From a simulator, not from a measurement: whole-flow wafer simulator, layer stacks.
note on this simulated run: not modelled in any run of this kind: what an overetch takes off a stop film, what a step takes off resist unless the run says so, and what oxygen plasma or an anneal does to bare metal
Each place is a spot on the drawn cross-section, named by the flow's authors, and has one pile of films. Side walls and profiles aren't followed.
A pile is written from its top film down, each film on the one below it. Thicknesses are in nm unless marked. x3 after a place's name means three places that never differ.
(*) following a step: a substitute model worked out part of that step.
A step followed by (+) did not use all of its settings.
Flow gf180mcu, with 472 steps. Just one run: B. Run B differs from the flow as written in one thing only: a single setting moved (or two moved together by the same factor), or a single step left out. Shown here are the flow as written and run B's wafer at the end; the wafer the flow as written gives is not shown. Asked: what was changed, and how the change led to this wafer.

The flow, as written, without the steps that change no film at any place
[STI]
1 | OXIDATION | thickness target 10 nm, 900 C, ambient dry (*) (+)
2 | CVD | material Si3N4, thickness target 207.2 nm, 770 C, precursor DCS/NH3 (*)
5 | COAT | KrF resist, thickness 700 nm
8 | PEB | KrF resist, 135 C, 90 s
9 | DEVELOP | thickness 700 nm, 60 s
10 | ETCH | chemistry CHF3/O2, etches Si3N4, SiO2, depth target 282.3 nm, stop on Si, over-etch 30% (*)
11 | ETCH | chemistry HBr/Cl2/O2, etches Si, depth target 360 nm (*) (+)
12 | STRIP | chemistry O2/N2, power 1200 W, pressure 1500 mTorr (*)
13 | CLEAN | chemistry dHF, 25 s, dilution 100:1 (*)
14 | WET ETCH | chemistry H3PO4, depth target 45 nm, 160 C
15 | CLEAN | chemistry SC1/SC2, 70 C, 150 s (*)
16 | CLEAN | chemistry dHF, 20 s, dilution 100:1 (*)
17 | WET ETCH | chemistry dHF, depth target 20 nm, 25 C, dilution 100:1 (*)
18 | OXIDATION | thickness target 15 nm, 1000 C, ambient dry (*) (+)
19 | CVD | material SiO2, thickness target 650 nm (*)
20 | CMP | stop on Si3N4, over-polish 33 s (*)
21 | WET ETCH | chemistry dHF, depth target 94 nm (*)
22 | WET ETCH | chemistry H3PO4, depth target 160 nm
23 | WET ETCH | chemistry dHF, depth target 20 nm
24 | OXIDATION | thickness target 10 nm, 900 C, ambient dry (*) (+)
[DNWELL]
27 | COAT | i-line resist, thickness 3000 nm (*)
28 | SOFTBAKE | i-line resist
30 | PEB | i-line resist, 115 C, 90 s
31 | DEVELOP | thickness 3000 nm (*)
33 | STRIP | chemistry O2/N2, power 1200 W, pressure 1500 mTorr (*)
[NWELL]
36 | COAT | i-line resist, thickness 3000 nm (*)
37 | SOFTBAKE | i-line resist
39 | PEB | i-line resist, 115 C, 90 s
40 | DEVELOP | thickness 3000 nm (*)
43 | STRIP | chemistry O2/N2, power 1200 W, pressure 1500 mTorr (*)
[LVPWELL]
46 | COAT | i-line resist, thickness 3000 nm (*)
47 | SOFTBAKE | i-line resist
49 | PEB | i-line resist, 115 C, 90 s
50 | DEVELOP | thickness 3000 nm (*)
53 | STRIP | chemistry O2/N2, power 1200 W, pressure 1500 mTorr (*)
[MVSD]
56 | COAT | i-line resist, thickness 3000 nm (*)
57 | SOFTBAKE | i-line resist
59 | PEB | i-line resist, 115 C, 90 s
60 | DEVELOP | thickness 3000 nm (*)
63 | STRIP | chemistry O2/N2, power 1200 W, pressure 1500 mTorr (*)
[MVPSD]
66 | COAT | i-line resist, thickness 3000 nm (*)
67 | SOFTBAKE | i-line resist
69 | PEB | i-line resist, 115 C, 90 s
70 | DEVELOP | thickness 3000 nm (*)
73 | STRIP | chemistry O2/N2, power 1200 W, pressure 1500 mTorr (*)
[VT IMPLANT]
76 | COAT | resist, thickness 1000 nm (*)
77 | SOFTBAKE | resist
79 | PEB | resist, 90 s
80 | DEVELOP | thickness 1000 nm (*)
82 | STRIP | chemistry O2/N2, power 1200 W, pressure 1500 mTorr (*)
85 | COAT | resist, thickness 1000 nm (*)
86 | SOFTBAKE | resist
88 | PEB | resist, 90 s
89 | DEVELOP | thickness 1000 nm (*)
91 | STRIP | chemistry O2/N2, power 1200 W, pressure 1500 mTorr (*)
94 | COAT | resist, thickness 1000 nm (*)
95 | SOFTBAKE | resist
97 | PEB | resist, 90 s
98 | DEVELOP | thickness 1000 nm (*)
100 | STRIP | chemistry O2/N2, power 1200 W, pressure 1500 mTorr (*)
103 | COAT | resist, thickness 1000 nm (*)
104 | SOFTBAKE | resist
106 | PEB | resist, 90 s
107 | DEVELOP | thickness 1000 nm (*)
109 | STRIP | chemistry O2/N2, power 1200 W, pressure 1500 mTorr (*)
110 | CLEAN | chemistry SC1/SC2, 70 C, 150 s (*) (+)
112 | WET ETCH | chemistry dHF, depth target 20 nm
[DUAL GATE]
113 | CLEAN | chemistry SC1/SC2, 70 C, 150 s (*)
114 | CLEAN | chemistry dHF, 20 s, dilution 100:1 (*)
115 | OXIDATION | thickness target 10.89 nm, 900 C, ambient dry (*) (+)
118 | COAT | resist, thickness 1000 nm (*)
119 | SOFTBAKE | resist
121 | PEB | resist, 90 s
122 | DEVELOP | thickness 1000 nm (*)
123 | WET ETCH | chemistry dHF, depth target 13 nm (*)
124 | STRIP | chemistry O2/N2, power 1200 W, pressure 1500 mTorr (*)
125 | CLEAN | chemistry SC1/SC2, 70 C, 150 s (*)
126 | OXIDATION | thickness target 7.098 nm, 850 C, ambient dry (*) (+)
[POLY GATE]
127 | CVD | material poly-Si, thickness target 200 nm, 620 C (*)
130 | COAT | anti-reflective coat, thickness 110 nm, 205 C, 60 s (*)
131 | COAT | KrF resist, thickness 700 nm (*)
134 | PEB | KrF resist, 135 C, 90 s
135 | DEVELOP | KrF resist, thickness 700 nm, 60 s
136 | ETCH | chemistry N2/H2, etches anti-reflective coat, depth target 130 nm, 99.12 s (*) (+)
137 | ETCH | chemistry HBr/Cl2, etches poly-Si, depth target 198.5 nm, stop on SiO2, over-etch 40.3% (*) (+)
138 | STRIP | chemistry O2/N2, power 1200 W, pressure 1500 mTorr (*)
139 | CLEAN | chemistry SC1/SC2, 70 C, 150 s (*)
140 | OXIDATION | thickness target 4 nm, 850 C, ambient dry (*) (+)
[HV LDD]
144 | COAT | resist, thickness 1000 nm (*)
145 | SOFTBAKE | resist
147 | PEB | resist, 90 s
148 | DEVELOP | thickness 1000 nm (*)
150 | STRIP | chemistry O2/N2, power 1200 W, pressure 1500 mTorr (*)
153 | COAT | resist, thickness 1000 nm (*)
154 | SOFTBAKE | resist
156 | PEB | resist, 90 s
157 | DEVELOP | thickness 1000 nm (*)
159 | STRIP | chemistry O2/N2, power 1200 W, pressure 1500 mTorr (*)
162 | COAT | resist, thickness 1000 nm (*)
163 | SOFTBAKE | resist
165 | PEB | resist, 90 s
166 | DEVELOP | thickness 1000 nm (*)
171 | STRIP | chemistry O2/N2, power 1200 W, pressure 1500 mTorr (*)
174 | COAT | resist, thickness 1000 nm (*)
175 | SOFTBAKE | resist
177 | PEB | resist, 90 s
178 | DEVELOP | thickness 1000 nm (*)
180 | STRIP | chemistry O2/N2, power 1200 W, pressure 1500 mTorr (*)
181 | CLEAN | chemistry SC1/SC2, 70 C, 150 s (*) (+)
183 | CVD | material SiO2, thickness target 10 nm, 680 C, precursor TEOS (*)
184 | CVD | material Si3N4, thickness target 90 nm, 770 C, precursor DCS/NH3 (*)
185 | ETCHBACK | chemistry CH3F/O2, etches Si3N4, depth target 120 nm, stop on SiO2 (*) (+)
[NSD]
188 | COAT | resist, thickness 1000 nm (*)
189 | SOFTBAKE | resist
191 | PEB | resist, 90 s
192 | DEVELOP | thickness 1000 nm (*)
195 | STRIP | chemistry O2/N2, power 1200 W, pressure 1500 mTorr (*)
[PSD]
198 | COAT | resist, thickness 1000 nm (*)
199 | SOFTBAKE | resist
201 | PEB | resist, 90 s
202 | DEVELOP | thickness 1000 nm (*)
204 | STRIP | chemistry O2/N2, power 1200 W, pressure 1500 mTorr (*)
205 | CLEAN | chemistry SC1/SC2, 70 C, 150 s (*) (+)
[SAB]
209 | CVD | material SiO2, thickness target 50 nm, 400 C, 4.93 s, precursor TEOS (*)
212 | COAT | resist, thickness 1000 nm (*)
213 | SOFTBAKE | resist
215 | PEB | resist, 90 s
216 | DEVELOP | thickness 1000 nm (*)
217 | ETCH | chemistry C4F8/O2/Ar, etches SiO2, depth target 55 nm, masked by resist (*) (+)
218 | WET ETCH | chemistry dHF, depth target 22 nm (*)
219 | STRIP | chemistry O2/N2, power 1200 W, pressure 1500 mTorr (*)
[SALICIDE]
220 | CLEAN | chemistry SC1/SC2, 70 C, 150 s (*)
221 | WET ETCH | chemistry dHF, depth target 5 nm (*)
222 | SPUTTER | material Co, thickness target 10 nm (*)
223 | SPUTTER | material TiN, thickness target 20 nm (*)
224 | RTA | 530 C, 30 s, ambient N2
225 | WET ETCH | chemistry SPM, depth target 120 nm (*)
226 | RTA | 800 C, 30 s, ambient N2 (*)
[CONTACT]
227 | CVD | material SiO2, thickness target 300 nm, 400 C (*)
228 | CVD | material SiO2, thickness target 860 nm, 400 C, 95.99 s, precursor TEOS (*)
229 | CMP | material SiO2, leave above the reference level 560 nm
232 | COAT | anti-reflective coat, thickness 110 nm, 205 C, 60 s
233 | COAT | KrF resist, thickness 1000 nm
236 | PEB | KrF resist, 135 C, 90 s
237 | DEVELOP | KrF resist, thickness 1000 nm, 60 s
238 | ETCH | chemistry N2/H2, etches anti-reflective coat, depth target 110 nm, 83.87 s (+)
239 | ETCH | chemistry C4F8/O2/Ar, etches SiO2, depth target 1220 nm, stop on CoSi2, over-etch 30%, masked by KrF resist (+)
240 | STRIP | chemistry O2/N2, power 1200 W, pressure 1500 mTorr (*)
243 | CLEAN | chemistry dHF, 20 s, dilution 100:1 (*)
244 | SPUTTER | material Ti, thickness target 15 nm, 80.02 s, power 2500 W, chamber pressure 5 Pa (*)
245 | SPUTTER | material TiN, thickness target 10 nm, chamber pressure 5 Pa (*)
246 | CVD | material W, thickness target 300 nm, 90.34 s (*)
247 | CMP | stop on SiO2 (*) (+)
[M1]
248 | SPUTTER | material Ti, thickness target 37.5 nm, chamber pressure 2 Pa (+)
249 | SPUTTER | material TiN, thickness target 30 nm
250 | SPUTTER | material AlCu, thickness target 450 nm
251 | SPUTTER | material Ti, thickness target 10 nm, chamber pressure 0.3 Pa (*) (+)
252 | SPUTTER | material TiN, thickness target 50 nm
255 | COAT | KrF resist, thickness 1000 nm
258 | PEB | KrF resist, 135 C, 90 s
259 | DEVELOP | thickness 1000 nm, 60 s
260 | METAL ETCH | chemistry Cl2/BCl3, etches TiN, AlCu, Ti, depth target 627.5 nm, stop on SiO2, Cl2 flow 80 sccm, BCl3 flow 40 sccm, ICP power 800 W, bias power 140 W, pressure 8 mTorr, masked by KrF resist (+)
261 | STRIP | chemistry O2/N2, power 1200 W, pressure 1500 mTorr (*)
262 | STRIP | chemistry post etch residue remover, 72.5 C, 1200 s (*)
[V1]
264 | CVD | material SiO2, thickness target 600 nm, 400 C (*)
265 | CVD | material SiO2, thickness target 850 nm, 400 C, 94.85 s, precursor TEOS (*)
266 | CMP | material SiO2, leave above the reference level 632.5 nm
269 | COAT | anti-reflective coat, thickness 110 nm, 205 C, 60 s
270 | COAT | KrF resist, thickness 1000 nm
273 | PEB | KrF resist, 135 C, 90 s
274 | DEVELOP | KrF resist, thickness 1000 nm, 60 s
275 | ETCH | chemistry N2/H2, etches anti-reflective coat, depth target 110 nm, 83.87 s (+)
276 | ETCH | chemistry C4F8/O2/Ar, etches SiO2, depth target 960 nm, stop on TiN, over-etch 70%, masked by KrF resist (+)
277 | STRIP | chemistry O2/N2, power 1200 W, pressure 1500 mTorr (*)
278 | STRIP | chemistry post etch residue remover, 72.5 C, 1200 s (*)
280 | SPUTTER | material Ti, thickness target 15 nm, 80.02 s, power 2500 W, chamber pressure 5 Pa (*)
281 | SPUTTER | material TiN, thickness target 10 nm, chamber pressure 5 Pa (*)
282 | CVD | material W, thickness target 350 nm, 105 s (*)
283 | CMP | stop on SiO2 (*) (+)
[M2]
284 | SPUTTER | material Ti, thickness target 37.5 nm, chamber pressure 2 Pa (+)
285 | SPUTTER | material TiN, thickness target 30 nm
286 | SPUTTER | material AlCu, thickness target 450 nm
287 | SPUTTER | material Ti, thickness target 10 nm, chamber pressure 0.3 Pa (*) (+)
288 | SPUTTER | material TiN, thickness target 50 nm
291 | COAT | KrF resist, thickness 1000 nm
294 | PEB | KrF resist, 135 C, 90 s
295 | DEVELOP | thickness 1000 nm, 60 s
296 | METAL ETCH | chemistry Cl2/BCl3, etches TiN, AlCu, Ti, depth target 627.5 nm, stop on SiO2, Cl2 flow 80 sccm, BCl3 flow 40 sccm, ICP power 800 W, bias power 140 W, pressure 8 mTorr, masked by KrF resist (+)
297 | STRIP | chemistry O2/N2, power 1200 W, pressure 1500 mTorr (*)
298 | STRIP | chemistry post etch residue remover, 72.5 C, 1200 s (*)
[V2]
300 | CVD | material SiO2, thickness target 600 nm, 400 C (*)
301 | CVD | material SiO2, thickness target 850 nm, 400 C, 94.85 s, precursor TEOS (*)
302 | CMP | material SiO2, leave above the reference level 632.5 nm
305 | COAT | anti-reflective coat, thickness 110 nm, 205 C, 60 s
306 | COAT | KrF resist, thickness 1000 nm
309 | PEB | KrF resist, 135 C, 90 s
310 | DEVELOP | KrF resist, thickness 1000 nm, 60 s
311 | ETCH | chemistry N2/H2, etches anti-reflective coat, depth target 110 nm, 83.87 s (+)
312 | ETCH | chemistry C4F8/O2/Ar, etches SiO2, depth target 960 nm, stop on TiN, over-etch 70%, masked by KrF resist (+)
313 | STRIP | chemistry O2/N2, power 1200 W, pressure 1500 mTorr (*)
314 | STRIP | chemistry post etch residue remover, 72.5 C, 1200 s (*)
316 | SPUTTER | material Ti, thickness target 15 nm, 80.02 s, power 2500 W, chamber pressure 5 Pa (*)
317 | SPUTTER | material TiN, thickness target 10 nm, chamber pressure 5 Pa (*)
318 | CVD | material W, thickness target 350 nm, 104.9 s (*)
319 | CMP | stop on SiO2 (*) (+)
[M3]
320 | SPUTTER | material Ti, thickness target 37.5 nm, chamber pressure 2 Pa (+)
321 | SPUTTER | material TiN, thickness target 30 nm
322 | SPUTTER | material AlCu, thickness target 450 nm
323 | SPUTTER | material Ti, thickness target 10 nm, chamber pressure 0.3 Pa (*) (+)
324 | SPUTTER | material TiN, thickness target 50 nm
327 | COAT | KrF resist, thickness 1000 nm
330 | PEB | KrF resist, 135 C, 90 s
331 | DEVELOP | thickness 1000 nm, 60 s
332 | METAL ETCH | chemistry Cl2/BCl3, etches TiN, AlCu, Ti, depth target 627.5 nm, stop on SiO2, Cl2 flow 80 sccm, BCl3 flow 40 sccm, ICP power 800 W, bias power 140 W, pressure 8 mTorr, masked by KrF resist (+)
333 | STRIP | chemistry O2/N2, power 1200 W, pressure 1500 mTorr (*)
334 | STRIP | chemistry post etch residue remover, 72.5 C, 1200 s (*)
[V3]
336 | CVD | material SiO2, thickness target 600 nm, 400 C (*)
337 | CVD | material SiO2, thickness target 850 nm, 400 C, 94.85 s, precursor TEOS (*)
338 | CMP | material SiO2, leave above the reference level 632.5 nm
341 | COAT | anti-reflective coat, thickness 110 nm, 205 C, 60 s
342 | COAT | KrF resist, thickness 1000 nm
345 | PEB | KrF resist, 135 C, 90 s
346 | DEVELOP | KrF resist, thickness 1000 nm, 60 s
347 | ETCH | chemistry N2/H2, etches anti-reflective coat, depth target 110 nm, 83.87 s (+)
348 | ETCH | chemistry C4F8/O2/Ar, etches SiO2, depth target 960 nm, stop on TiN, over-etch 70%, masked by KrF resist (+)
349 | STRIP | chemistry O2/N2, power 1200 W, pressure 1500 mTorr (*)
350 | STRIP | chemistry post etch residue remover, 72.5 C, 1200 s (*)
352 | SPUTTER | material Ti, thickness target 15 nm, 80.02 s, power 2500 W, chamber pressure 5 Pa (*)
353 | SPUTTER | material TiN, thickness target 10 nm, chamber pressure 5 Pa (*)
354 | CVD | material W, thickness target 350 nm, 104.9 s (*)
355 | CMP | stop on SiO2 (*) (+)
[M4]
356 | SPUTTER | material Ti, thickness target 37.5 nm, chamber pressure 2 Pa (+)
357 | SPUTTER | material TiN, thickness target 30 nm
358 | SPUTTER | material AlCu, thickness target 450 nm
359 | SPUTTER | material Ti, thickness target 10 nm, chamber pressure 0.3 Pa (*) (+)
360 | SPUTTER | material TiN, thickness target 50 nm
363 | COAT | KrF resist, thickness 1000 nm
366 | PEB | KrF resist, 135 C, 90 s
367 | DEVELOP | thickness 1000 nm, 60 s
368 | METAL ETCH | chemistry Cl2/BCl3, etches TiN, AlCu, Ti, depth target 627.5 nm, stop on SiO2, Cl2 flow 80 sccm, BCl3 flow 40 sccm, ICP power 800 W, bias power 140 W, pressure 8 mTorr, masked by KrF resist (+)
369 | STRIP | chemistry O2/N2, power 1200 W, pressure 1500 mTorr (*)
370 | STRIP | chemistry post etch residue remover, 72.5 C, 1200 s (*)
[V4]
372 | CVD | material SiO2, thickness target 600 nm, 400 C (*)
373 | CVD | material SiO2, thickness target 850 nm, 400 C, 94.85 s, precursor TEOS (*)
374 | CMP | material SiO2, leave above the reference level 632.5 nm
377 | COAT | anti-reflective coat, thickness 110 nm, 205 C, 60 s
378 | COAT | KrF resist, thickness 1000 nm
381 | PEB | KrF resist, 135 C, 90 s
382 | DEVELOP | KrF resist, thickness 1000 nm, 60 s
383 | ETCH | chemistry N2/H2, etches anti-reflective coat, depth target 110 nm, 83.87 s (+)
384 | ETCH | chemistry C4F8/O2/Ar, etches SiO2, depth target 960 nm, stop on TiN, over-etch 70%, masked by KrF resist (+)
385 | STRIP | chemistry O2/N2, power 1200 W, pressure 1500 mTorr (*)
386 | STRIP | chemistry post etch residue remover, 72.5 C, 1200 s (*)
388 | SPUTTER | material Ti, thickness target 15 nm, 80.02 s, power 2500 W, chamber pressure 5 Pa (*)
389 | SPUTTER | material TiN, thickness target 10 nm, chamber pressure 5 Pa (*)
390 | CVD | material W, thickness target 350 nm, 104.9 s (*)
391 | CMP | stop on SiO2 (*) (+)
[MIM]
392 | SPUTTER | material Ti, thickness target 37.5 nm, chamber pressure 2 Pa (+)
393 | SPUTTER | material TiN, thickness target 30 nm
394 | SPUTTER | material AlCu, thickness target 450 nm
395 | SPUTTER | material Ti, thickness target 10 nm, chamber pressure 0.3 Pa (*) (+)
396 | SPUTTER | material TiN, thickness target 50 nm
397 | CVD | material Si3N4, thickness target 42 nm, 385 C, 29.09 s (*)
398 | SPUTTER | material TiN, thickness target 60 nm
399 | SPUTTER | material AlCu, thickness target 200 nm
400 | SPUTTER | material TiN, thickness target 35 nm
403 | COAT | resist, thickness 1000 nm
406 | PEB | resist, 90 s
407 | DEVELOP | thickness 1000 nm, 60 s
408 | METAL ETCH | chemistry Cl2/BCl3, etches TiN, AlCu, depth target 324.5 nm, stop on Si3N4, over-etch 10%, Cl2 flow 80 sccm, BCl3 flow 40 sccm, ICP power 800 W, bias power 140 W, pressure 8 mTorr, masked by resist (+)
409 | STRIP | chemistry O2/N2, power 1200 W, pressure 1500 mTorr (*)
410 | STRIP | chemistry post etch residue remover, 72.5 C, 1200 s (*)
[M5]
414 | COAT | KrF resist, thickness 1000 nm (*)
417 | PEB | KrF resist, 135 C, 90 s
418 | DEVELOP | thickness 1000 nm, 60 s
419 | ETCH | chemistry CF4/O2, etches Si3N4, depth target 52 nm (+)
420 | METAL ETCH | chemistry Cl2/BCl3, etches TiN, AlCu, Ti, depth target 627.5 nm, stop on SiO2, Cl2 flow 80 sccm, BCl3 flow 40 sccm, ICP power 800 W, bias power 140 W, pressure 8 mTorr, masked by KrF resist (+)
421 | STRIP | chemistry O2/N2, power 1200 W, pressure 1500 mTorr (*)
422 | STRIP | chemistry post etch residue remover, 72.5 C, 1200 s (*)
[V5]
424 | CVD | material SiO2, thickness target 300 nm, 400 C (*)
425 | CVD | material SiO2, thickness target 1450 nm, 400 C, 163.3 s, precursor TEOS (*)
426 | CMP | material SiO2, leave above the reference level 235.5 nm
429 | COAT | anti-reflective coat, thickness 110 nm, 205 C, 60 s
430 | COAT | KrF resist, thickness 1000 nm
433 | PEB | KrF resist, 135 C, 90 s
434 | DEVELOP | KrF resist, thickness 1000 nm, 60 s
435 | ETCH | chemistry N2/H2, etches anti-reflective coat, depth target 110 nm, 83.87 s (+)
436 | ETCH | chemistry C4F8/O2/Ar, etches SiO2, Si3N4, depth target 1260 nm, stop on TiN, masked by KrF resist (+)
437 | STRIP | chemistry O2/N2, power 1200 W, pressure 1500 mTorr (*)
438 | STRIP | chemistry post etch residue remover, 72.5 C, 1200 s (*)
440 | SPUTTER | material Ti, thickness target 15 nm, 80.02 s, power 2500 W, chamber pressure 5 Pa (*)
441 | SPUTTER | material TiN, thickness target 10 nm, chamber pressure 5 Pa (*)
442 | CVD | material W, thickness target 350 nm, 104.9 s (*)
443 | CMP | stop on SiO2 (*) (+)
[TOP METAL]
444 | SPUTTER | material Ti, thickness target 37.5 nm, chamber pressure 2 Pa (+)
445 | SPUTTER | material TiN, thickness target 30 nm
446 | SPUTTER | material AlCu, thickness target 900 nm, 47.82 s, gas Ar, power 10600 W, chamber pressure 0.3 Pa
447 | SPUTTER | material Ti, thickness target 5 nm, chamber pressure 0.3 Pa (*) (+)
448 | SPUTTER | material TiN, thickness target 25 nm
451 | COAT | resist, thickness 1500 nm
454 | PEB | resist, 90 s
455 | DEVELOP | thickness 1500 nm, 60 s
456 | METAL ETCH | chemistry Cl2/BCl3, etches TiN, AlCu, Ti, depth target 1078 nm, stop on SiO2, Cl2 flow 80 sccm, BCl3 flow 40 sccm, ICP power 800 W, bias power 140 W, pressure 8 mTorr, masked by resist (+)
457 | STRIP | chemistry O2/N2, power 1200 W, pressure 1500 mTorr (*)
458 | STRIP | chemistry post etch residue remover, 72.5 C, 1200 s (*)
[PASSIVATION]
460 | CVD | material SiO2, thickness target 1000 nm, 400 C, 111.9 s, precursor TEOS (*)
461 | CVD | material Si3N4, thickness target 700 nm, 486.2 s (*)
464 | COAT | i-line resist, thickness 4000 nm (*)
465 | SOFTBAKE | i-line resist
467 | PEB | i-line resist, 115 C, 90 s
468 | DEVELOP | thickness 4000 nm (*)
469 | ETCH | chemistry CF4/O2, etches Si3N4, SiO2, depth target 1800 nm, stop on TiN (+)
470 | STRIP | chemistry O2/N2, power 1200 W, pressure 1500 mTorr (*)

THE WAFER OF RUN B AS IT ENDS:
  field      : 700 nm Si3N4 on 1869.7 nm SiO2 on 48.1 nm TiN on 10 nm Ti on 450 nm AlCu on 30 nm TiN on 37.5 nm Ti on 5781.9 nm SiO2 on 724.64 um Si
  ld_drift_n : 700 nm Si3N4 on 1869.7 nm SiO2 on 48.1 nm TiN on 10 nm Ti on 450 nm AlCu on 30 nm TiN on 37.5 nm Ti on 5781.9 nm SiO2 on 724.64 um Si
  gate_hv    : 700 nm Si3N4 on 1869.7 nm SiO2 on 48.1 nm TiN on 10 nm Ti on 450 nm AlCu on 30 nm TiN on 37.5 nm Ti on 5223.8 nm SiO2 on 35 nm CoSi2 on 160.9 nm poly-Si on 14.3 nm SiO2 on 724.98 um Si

The reason: step 420, METAL ETCH: chemistry Cl2/BCl3, etches TiN, AlCu, Ti, depth target 627.5 nm, stop on SiO2, Cl2 flow 80 sccm, BCl3 flow 40 sccm, ICP power 800 W, bias power 140 W, pressure 8 mTorr, masked by KrF resist (+), was skipped.

The path from the change to this, step by step:
  421 | STRIP | chemistry O2/N2, power 1200 W, pressure 1500 mTorr (*)
      field__w8, m1__w1: KrF resist loses 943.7 (all of it) (in the flow as written it would be: KrF resist loses 692.7 (all of it))
      contact, m1: KrF resist loses 944.2 (all of it) (in the flow as written it would be: KrF resist loses 693.2 (all of it))
      (as well as at 4 more places)
  424 | CVD | material SiO2, thickness target 300 nm, 400 C (*)
      field, field__w1, field__w2 and 101 more: SiO2 gains 300 (new film) (in the flow as written it would be: SiO2 gains 300)
  426 | CMP | material SiO2, leave above the reference level 235.5 nm
      field, field__w1, field__w5 and 92 more: SiO2 loses 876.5 (in the flow as written it would be: SiO2 loses 300.8)
      field__w2, field__w3, field__w12 and 6 more: SiO2 loses 876.5 (in the flow as written it would be: SiO2 loses 272.7)
If metal films that touch count as one body, field has 1 body; the flow as written gives 0 bodies.
If metal films that touch count as one body, ld_drift_n has 1 body; the flow as written gives 0 bodies.
If metal films that touch count as one body, gate_hv has 2 bodies (between them, from the top down: SiO2 5223.8); the flow as written gives 1 body.
